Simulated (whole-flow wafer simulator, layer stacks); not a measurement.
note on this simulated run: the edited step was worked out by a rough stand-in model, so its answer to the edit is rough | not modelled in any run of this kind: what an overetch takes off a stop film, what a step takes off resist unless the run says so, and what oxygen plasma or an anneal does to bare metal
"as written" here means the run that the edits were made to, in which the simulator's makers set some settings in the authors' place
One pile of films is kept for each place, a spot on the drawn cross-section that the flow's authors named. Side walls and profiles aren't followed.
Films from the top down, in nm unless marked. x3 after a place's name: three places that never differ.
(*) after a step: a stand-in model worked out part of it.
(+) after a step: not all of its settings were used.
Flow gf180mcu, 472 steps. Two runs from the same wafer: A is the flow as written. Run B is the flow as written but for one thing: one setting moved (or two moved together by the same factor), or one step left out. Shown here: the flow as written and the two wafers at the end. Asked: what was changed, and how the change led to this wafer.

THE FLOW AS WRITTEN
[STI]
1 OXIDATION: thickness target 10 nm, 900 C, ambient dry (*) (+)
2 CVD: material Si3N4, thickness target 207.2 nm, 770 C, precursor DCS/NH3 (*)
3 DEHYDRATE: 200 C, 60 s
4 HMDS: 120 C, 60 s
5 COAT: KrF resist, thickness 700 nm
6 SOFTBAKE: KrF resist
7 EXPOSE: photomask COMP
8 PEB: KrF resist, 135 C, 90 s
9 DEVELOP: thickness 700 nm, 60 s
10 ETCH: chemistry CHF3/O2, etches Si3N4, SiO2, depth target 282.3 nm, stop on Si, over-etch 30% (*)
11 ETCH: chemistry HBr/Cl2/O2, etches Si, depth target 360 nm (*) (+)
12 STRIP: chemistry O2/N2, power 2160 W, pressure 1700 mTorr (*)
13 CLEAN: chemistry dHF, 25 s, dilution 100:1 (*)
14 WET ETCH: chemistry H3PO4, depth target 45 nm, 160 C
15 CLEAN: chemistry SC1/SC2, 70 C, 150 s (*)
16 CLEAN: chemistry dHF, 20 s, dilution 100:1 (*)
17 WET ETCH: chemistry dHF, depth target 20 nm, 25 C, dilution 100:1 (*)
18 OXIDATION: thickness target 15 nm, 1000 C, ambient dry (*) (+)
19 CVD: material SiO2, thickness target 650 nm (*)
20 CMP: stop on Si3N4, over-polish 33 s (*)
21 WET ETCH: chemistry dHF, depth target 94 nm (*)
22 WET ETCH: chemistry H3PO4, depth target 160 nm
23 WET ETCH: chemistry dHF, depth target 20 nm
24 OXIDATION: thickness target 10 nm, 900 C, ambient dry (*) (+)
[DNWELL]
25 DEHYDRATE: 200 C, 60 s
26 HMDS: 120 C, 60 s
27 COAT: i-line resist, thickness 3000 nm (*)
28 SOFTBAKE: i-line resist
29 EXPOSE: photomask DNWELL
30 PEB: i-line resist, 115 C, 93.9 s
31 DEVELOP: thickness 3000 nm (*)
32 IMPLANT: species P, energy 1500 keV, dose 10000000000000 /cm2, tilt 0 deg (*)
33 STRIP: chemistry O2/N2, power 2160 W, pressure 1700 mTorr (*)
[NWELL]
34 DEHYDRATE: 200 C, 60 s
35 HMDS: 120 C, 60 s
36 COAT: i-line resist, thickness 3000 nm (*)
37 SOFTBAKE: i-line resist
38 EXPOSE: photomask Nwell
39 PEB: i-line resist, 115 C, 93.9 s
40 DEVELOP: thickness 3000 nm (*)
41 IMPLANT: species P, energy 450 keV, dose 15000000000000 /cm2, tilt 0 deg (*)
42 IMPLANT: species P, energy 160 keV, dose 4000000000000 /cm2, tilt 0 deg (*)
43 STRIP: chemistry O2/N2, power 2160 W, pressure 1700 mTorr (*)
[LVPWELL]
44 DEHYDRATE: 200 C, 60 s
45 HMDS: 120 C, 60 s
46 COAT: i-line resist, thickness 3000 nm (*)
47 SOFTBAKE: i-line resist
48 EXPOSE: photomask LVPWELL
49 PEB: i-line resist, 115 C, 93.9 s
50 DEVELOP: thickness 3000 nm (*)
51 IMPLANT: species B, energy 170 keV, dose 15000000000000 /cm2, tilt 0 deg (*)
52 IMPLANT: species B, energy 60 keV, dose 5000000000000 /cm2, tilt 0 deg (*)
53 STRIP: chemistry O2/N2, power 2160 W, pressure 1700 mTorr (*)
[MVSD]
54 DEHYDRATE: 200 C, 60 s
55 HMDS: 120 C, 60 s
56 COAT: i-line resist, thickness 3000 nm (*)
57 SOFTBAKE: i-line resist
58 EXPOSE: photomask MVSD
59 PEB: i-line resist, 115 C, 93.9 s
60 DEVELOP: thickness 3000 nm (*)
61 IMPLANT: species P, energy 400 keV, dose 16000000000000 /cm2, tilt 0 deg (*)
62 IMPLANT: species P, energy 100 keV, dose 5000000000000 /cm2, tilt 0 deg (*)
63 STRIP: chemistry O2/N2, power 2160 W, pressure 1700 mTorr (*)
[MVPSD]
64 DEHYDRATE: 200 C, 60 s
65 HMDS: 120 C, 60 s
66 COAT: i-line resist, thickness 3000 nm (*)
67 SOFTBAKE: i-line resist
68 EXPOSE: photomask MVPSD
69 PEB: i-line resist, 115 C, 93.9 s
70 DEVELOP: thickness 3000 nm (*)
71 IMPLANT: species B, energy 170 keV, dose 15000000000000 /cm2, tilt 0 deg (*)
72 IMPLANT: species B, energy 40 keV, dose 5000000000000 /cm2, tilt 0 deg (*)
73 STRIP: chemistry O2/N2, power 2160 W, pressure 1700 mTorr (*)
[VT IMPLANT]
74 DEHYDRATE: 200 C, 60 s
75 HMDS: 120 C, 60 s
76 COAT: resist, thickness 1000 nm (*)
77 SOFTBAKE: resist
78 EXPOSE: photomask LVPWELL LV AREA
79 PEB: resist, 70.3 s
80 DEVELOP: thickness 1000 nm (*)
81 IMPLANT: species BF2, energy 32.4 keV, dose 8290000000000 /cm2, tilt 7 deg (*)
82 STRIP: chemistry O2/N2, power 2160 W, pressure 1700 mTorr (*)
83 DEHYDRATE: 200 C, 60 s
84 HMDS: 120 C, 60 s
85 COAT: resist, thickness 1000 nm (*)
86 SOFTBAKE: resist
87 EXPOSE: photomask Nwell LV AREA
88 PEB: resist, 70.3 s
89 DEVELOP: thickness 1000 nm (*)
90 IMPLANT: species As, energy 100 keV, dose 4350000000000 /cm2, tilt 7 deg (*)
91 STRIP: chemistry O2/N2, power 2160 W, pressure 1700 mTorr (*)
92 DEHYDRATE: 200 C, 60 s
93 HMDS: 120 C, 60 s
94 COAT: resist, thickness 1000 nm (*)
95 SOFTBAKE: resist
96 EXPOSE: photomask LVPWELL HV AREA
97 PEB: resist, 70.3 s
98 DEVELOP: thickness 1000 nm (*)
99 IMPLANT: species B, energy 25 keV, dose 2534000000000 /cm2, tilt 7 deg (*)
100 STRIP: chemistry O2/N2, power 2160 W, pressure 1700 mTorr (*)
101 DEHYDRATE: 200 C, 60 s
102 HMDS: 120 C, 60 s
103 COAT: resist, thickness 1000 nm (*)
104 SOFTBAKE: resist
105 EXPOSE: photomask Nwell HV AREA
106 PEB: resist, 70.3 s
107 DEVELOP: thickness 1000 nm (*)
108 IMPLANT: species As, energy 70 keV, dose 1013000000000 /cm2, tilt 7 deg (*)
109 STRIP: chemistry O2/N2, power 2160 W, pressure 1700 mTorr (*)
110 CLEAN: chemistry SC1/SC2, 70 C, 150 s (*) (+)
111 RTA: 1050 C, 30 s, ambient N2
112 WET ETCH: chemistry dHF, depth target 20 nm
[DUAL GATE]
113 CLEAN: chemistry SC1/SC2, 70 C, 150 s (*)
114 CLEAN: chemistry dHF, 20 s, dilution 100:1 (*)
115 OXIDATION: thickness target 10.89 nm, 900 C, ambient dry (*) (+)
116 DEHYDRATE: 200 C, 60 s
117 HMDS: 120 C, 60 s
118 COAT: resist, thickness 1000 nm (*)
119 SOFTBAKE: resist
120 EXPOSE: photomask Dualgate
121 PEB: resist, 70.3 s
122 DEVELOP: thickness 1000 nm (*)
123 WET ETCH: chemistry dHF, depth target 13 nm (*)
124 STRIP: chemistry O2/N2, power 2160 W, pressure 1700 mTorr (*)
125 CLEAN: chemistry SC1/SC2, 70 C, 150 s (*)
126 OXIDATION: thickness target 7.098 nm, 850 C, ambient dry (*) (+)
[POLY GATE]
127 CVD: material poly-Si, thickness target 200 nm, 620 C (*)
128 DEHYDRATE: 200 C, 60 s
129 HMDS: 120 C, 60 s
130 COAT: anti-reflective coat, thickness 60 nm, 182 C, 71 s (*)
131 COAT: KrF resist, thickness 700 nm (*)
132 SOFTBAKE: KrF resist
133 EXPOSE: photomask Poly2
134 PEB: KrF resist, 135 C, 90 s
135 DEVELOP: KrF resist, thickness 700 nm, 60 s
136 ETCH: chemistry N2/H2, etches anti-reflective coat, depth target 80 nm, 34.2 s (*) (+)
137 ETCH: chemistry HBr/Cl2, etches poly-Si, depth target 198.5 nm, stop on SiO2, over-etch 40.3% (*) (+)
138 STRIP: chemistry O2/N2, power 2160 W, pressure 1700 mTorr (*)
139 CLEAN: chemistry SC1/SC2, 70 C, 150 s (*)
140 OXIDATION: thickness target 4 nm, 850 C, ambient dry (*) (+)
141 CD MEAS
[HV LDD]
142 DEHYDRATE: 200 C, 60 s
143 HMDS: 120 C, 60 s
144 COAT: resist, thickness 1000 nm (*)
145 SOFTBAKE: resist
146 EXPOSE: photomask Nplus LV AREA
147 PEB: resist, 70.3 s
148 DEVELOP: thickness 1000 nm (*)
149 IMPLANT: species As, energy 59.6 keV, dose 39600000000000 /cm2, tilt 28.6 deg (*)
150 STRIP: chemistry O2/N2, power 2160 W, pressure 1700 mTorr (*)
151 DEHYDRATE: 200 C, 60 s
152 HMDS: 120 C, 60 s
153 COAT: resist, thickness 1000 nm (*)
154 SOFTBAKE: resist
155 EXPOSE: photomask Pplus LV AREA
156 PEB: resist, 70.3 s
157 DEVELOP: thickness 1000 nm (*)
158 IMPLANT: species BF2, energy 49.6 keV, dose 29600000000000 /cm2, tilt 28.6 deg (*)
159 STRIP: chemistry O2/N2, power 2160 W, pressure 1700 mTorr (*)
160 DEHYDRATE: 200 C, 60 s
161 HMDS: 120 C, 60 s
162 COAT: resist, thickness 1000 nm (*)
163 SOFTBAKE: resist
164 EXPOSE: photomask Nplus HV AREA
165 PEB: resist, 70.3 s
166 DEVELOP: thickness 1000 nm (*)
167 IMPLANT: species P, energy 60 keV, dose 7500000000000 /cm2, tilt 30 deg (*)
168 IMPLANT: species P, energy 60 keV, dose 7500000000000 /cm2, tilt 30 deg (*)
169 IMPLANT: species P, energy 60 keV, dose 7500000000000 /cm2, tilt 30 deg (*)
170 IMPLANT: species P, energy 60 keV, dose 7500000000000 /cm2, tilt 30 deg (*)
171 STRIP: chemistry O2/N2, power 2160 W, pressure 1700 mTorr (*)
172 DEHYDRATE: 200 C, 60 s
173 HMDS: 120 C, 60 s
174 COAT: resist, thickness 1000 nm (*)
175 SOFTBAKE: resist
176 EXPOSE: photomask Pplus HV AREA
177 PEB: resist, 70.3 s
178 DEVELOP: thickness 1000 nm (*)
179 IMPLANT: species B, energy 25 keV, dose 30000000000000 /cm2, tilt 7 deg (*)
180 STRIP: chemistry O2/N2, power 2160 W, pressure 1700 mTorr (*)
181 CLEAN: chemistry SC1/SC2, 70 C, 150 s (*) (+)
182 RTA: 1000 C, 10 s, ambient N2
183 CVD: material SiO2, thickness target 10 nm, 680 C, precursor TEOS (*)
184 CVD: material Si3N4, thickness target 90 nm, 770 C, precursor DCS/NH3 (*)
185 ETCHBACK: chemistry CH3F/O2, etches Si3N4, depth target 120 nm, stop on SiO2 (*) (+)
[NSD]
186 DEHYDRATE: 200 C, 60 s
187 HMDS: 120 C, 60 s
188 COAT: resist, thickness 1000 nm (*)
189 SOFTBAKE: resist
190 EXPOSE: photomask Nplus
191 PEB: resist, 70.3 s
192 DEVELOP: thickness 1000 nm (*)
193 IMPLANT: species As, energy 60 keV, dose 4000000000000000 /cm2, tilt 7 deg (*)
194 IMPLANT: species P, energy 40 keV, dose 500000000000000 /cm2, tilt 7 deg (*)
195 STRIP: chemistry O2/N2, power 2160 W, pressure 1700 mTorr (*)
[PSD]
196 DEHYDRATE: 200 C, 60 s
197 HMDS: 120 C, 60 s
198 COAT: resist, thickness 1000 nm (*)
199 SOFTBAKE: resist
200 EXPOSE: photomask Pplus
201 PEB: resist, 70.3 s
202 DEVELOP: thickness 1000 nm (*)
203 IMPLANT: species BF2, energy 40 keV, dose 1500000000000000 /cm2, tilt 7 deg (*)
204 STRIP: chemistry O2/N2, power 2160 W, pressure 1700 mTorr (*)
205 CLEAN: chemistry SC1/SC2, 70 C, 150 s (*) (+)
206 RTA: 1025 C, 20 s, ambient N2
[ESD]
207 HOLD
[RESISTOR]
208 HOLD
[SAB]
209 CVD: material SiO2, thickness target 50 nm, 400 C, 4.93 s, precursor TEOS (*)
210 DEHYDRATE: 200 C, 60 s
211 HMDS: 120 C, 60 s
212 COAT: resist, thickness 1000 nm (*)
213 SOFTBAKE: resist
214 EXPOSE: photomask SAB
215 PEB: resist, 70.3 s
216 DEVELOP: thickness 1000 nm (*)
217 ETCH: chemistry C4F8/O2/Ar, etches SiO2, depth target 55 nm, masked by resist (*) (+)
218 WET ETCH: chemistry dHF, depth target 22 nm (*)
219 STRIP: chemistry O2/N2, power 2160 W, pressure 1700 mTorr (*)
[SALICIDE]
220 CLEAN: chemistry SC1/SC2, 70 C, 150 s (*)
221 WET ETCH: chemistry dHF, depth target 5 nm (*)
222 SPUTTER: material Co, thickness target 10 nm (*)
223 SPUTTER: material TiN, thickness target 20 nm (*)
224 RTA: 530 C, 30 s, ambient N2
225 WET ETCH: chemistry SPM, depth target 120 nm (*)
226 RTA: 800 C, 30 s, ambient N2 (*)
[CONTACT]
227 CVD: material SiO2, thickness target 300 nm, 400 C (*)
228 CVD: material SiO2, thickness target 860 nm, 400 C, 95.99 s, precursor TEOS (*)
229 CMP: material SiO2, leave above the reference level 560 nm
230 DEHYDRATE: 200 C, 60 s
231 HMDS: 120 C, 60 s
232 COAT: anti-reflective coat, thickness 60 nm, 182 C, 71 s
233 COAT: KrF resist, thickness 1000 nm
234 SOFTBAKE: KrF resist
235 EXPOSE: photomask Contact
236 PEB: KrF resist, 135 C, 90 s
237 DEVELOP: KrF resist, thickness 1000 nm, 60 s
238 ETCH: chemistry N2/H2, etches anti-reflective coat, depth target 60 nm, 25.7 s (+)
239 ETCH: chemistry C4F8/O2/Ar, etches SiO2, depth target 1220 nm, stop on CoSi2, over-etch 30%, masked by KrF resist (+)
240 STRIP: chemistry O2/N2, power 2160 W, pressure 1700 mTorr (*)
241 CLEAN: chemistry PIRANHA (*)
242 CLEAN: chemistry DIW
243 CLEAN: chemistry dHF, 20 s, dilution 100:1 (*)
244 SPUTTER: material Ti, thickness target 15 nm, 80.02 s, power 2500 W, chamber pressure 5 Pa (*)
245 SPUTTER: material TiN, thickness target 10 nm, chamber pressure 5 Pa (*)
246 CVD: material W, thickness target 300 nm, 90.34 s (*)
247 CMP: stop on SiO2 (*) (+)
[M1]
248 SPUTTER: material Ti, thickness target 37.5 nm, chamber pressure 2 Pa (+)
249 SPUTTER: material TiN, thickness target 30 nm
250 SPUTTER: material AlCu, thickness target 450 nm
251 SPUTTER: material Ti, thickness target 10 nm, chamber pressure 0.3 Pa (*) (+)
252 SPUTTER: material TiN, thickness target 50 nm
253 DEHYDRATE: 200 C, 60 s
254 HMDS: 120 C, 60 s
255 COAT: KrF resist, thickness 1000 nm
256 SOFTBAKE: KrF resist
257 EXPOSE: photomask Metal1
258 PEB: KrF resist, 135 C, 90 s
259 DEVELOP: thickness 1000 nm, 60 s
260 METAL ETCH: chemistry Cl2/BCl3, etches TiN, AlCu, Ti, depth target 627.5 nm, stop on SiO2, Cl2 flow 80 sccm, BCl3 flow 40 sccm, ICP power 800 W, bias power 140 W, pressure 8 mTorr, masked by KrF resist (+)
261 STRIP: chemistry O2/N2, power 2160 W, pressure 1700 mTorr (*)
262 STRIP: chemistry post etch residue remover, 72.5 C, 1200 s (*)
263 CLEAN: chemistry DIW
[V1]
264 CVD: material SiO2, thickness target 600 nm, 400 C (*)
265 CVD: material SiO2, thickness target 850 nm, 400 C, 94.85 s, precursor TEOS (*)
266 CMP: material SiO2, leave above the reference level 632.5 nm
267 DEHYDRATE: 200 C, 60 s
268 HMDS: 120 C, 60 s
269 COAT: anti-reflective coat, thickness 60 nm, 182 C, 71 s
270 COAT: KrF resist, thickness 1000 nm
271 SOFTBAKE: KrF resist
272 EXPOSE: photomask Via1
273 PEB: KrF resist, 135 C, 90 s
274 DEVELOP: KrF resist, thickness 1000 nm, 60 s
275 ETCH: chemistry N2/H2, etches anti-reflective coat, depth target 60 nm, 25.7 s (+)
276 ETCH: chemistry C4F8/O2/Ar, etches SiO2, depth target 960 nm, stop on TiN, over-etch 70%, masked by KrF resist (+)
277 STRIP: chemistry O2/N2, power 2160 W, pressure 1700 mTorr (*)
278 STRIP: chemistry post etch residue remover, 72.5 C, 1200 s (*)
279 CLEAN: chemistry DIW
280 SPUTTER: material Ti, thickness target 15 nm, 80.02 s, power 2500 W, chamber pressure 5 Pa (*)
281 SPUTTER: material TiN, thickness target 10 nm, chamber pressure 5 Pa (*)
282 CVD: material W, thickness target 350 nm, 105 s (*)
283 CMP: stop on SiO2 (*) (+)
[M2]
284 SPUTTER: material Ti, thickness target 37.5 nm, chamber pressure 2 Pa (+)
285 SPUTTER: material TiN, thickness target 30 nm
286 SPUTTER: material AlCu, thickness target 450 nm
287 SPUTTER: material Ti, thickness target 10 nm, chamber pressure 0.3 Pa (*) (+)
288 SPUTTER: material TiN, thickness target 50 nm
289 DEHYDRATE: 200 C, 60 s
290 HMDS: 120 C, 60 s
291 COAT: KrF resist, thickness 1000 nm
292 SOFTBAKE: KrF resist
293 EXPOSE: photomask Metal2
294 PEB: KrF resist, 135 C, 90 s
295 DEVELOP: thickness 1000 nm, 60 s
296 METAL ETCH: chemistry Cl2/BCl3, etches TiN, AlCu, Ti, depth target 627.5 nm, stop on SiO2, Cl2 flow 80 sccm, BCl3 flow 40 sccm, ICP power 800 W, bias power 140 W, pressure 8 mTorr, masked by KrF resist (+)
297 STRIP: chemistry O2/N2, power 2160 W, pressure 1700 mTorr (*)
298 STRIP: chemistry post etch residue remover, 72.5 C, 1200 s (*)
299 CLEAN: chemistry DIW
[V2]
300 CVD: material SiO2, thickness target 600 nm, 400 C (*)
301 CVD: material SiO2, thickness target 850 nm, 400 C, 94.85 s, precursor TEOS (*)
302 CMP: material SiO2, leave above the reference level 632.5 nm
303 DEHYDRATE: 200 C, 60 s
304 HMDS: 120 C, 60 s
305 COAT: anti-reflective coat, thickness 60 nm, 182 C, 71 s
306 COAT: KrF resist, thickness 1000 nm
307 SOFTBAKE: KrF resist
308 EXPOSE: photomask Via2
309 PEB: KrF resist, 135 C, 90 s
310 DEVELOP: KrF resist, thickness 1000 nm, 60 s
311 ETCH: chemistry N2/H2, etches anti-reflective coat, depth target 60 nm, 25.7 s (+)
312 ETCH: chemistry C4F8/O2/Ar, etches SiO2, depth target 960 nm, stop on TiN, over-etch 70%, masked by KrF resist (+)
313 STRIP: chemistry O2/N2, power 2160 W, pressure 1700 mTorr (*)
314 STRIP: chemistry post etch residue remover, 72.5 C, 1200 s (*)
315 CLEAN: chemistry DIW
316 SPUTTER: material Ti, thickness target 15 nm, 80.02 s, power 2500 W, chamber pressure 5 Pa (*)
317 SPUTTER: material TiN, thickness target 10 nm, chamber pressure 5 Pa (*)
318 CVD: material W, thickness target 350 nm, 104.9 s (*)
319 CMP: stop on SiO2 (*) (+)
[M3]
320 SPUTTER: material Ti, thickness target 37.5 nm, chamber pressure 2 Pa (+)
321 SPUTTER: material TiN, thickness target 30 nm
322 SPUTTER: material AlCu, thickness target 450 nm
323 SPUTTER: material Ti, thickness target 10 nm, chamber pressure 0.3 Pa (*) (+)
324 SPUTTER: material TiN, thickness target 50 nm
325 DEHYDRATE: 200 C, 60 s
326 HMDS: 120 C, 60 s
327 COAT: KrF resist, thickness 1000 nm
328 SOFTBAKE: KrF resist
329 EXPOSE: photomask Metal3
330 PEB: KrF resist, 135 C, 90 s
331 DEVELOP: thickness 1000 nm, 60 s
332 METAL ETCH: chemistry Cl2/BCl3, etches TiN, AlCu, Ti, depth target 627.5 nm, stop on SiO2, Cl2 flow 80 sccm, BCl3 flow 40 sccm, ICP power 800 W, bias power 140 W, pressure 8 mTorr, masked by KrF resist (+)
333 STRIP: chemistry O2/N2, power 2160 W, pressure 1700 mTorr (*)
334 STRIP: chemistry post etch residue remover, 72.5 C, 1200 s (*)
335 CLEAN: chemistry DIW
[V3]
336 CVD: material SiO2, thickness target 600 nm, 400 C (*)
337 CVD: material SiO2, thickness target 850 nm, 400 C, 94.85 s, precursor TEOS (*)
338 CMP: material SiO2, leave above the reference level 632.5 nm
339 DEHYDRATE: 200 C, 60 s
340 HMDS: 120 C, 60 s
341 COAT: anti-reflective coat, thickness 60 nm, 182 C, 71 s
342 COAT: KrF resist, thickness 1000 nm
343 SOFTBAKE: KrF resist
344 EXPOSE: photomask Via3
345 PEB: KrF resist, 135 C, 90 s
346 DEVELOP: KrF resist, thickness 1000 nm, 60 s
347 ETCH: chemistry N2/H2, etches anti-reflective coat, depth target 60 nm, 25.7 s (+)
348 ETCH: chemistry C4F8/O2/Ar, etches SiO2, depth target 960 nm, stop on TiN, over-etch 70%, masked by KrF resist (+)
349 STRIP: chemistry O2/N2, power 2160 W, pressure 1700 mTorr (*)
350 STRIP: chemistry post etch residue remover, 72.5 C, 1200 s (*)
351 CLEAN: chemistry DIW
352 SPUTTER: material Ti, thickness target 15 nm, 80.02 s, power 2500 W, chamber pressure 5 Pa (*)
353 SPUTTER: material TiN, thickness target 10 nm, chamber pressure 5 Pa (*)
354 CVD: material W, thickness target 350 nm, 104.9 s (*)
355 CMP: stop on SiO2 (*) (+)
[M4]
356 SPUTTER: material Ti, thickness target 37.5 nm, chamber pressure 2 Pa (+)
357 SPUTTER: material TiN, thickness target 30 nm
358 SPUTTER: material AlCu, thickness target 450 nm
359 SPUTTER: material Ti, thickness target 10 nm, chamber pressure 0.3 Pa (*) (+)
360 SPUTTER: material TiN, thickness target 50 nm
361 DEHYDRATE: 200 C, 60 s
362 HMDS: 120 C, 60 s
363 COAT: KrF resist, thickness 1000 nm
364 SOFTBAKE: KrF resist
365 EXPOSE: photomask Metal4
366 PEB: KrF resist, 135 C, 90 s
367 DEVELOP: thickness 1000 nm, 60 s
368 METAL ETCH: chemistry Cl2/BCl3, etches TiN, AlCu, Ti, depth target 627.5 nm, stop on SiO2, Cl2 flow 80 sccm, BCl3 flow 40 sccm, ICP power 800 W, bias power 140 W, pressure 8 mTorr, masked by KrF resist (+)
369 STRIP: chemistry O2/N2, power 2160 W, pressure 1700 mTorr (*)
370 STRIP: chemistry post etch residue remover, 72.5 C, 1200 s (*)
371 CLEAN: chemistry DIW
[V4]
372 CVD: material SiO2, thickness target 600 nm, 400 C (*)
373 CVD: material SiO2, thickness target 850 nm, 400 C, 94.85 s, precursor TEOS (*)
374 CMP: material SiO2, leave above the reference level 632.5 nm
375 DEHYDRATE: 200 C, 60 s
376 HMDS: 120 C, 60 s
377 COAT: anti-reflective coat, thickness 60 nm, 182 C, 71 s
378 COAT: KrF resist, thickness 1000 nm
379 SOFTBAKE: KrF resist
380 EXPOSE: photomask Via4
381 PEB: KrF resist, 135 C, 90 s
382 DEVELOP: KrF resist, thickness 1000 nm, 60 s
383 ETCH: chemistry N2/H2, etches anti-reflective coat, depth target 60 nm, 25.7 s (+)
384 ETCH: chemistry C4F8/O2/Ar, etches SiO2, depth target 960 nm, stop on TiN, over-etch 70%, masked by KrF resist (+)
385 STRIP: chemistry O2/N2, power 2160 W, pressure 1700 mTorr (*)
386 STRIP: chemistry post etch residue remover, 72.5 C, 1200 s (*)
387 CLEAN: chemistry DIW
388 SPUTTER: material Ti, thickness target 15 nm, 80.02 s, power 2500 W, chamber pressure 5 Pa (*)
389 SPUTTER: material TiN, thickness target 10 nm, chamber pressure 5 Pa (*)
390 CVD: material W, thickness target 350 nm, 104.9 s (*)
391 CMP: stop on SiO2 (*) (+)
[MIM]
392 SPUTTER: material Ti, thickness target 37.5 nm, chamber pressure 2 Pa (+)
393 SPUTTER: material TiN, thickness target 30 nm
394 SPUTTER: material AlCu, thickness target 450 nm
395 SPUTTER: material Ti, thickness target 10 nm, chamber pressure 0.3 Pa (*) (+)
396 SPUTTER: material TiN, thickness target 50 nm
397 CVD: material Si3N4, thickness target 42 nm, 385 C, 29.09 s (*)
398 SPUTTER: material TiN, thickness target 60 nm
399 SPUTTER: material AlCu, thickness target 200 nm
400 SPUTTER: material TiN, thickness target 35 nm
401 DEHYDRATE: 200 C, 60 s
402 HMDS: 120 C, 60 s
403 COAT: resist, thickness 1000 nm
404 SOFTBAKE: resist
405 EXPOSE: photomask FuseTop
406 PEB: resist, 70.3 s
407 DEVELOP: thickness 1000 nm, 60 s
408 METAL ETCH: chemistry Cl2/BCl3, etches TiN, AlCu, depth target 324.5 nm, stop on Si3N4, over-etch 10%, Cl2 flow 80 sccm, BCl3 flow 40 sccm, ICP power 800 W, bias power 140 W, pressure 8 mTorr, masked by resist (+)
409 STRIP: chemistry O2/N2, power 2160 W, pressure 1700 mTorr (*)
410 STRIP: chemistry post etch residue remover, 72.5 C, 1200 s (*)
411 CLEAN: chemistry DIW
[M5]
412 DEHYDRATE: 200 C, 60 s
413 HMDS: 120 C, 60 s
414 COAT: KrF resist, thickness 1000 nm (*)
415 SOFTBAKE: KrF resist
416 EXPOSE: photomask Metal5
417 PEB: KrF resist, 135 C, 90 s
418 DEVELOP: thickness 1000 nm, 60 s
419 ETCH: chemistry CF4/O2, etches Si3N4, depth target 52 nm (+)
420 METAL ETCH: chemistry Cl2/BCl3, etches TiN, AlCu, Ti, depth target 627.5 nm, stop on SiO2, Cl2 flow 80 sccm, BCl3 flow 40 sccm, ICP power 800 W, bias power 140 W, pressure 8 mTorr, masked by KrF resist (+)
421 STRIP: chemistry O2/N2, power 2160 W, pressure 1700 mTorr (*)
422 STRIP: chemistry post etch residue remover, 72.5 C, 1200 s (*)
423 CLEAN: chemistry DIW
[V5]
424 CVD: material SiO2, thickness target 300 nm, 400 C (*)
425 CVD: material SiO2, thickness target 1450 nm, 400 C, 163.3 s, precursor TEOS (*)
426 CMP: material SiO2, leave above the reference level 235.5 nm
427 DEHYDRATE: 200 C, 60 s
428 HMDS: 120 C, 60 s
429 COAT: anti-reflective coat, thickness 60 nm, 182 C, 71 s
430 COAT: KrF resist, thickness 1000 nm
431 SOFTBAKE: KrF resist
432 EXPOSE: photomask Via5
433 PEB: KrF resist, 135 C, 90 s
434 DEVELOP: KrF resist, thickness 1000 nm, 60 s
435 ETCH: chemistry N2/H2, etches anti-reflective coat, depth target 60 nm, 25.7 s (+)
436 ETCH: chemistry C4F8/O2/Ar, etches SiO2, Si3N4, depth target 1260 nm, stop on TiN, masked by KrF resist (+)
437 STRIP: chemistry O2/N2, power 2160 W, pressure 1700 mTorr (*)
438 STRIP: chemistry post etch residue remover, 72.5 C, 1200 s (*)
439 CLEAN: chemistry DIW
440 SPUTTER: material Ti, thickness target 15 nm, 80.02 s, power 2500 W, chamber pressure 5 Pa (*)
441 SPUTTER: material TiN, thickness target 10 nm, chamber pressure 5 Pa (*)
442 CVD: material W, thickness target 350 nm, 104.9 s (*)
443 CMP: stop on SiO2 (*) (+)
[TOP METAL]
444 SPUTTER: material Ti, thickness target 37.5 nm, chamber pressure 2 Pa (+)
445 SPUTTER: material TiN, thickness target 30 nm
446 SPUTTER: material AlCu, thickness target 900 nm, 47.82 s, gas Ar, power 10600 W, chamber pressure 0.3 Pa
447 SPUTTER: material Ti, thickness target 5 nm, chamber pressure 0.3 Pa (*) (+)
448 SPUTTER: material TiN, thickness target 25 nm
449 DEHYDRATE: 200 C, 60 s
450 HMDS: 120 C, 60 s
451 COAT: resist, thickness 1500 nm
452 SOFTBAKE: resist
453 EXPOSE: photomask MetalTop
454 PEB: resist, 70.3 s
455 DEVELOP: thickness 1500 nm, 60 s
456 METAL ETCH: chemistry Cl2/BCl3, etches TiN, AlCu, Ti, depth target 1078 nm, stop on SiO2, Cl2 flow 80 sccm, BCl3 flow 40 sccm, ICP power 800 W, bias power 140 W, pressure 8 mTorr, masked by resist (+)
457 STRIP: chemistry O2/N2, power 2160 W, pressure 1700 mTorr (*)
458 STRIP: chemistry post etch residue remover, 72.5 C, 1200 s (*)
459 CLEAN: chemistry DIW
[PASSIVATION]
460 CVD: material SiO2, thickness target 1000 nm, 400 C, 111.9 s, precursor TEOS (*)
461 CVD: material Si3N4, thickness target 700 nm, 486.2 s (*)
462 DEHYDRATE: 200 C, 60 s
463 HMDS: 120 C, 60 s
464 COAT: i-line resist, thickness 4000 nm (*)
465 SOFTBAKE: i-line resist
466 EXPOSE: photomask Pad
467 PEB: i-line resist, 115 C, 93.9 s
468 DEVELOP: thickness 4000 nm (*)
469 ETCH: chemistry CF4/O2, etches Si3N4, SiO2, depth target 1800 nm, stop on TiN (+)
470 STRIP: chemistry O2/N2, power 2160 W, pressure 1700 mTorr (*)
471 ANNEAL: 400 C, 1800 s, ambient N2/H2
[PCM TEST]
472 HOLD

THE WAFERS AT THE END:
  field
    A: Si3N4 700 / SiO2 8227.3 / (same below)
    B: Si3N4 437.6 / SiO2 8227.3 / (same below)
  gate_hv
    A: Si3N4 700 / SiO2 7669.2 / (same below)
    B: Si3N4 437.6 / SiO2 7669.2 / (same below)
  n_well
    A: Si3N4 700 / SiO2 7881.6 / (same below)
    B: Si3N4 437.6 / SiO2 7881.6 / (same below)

The cause: step 461, CVD: thickness target 438 nm was run, where the flow has thickness target 700 nm; step 461, CVD: 303.9 s was run, where the flow has 486.2 s.

How the change led to this, step by step:
  461 CVD: material Si3N4, thickness target 700 nm, 486.2 s (*)
      field, field__w1, field__w2 and 109 more: A Si3N4 +700 (new film) | B Si3N4 +437.6 (new film)
  465 SOFTBAKE: i-line resist
      field__w11, field__w13: A i-line resist +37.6 | B i-line resist +36.3
      mim, ppoly_u: A i-line resist +37.5 | B i-line resist +36.2
      (and at 51 more places)
  469 ETCH: chemistry CF4/O2, etches Si3N4, SiO2, depth target 1800 nm, stop on TiN (+)
      pad: A Si3N4 -700 (all of it), SiO2 -1000 (all of it) | B Si3N4 -437.6 (all of it), SiO2 -1000 (all of it)
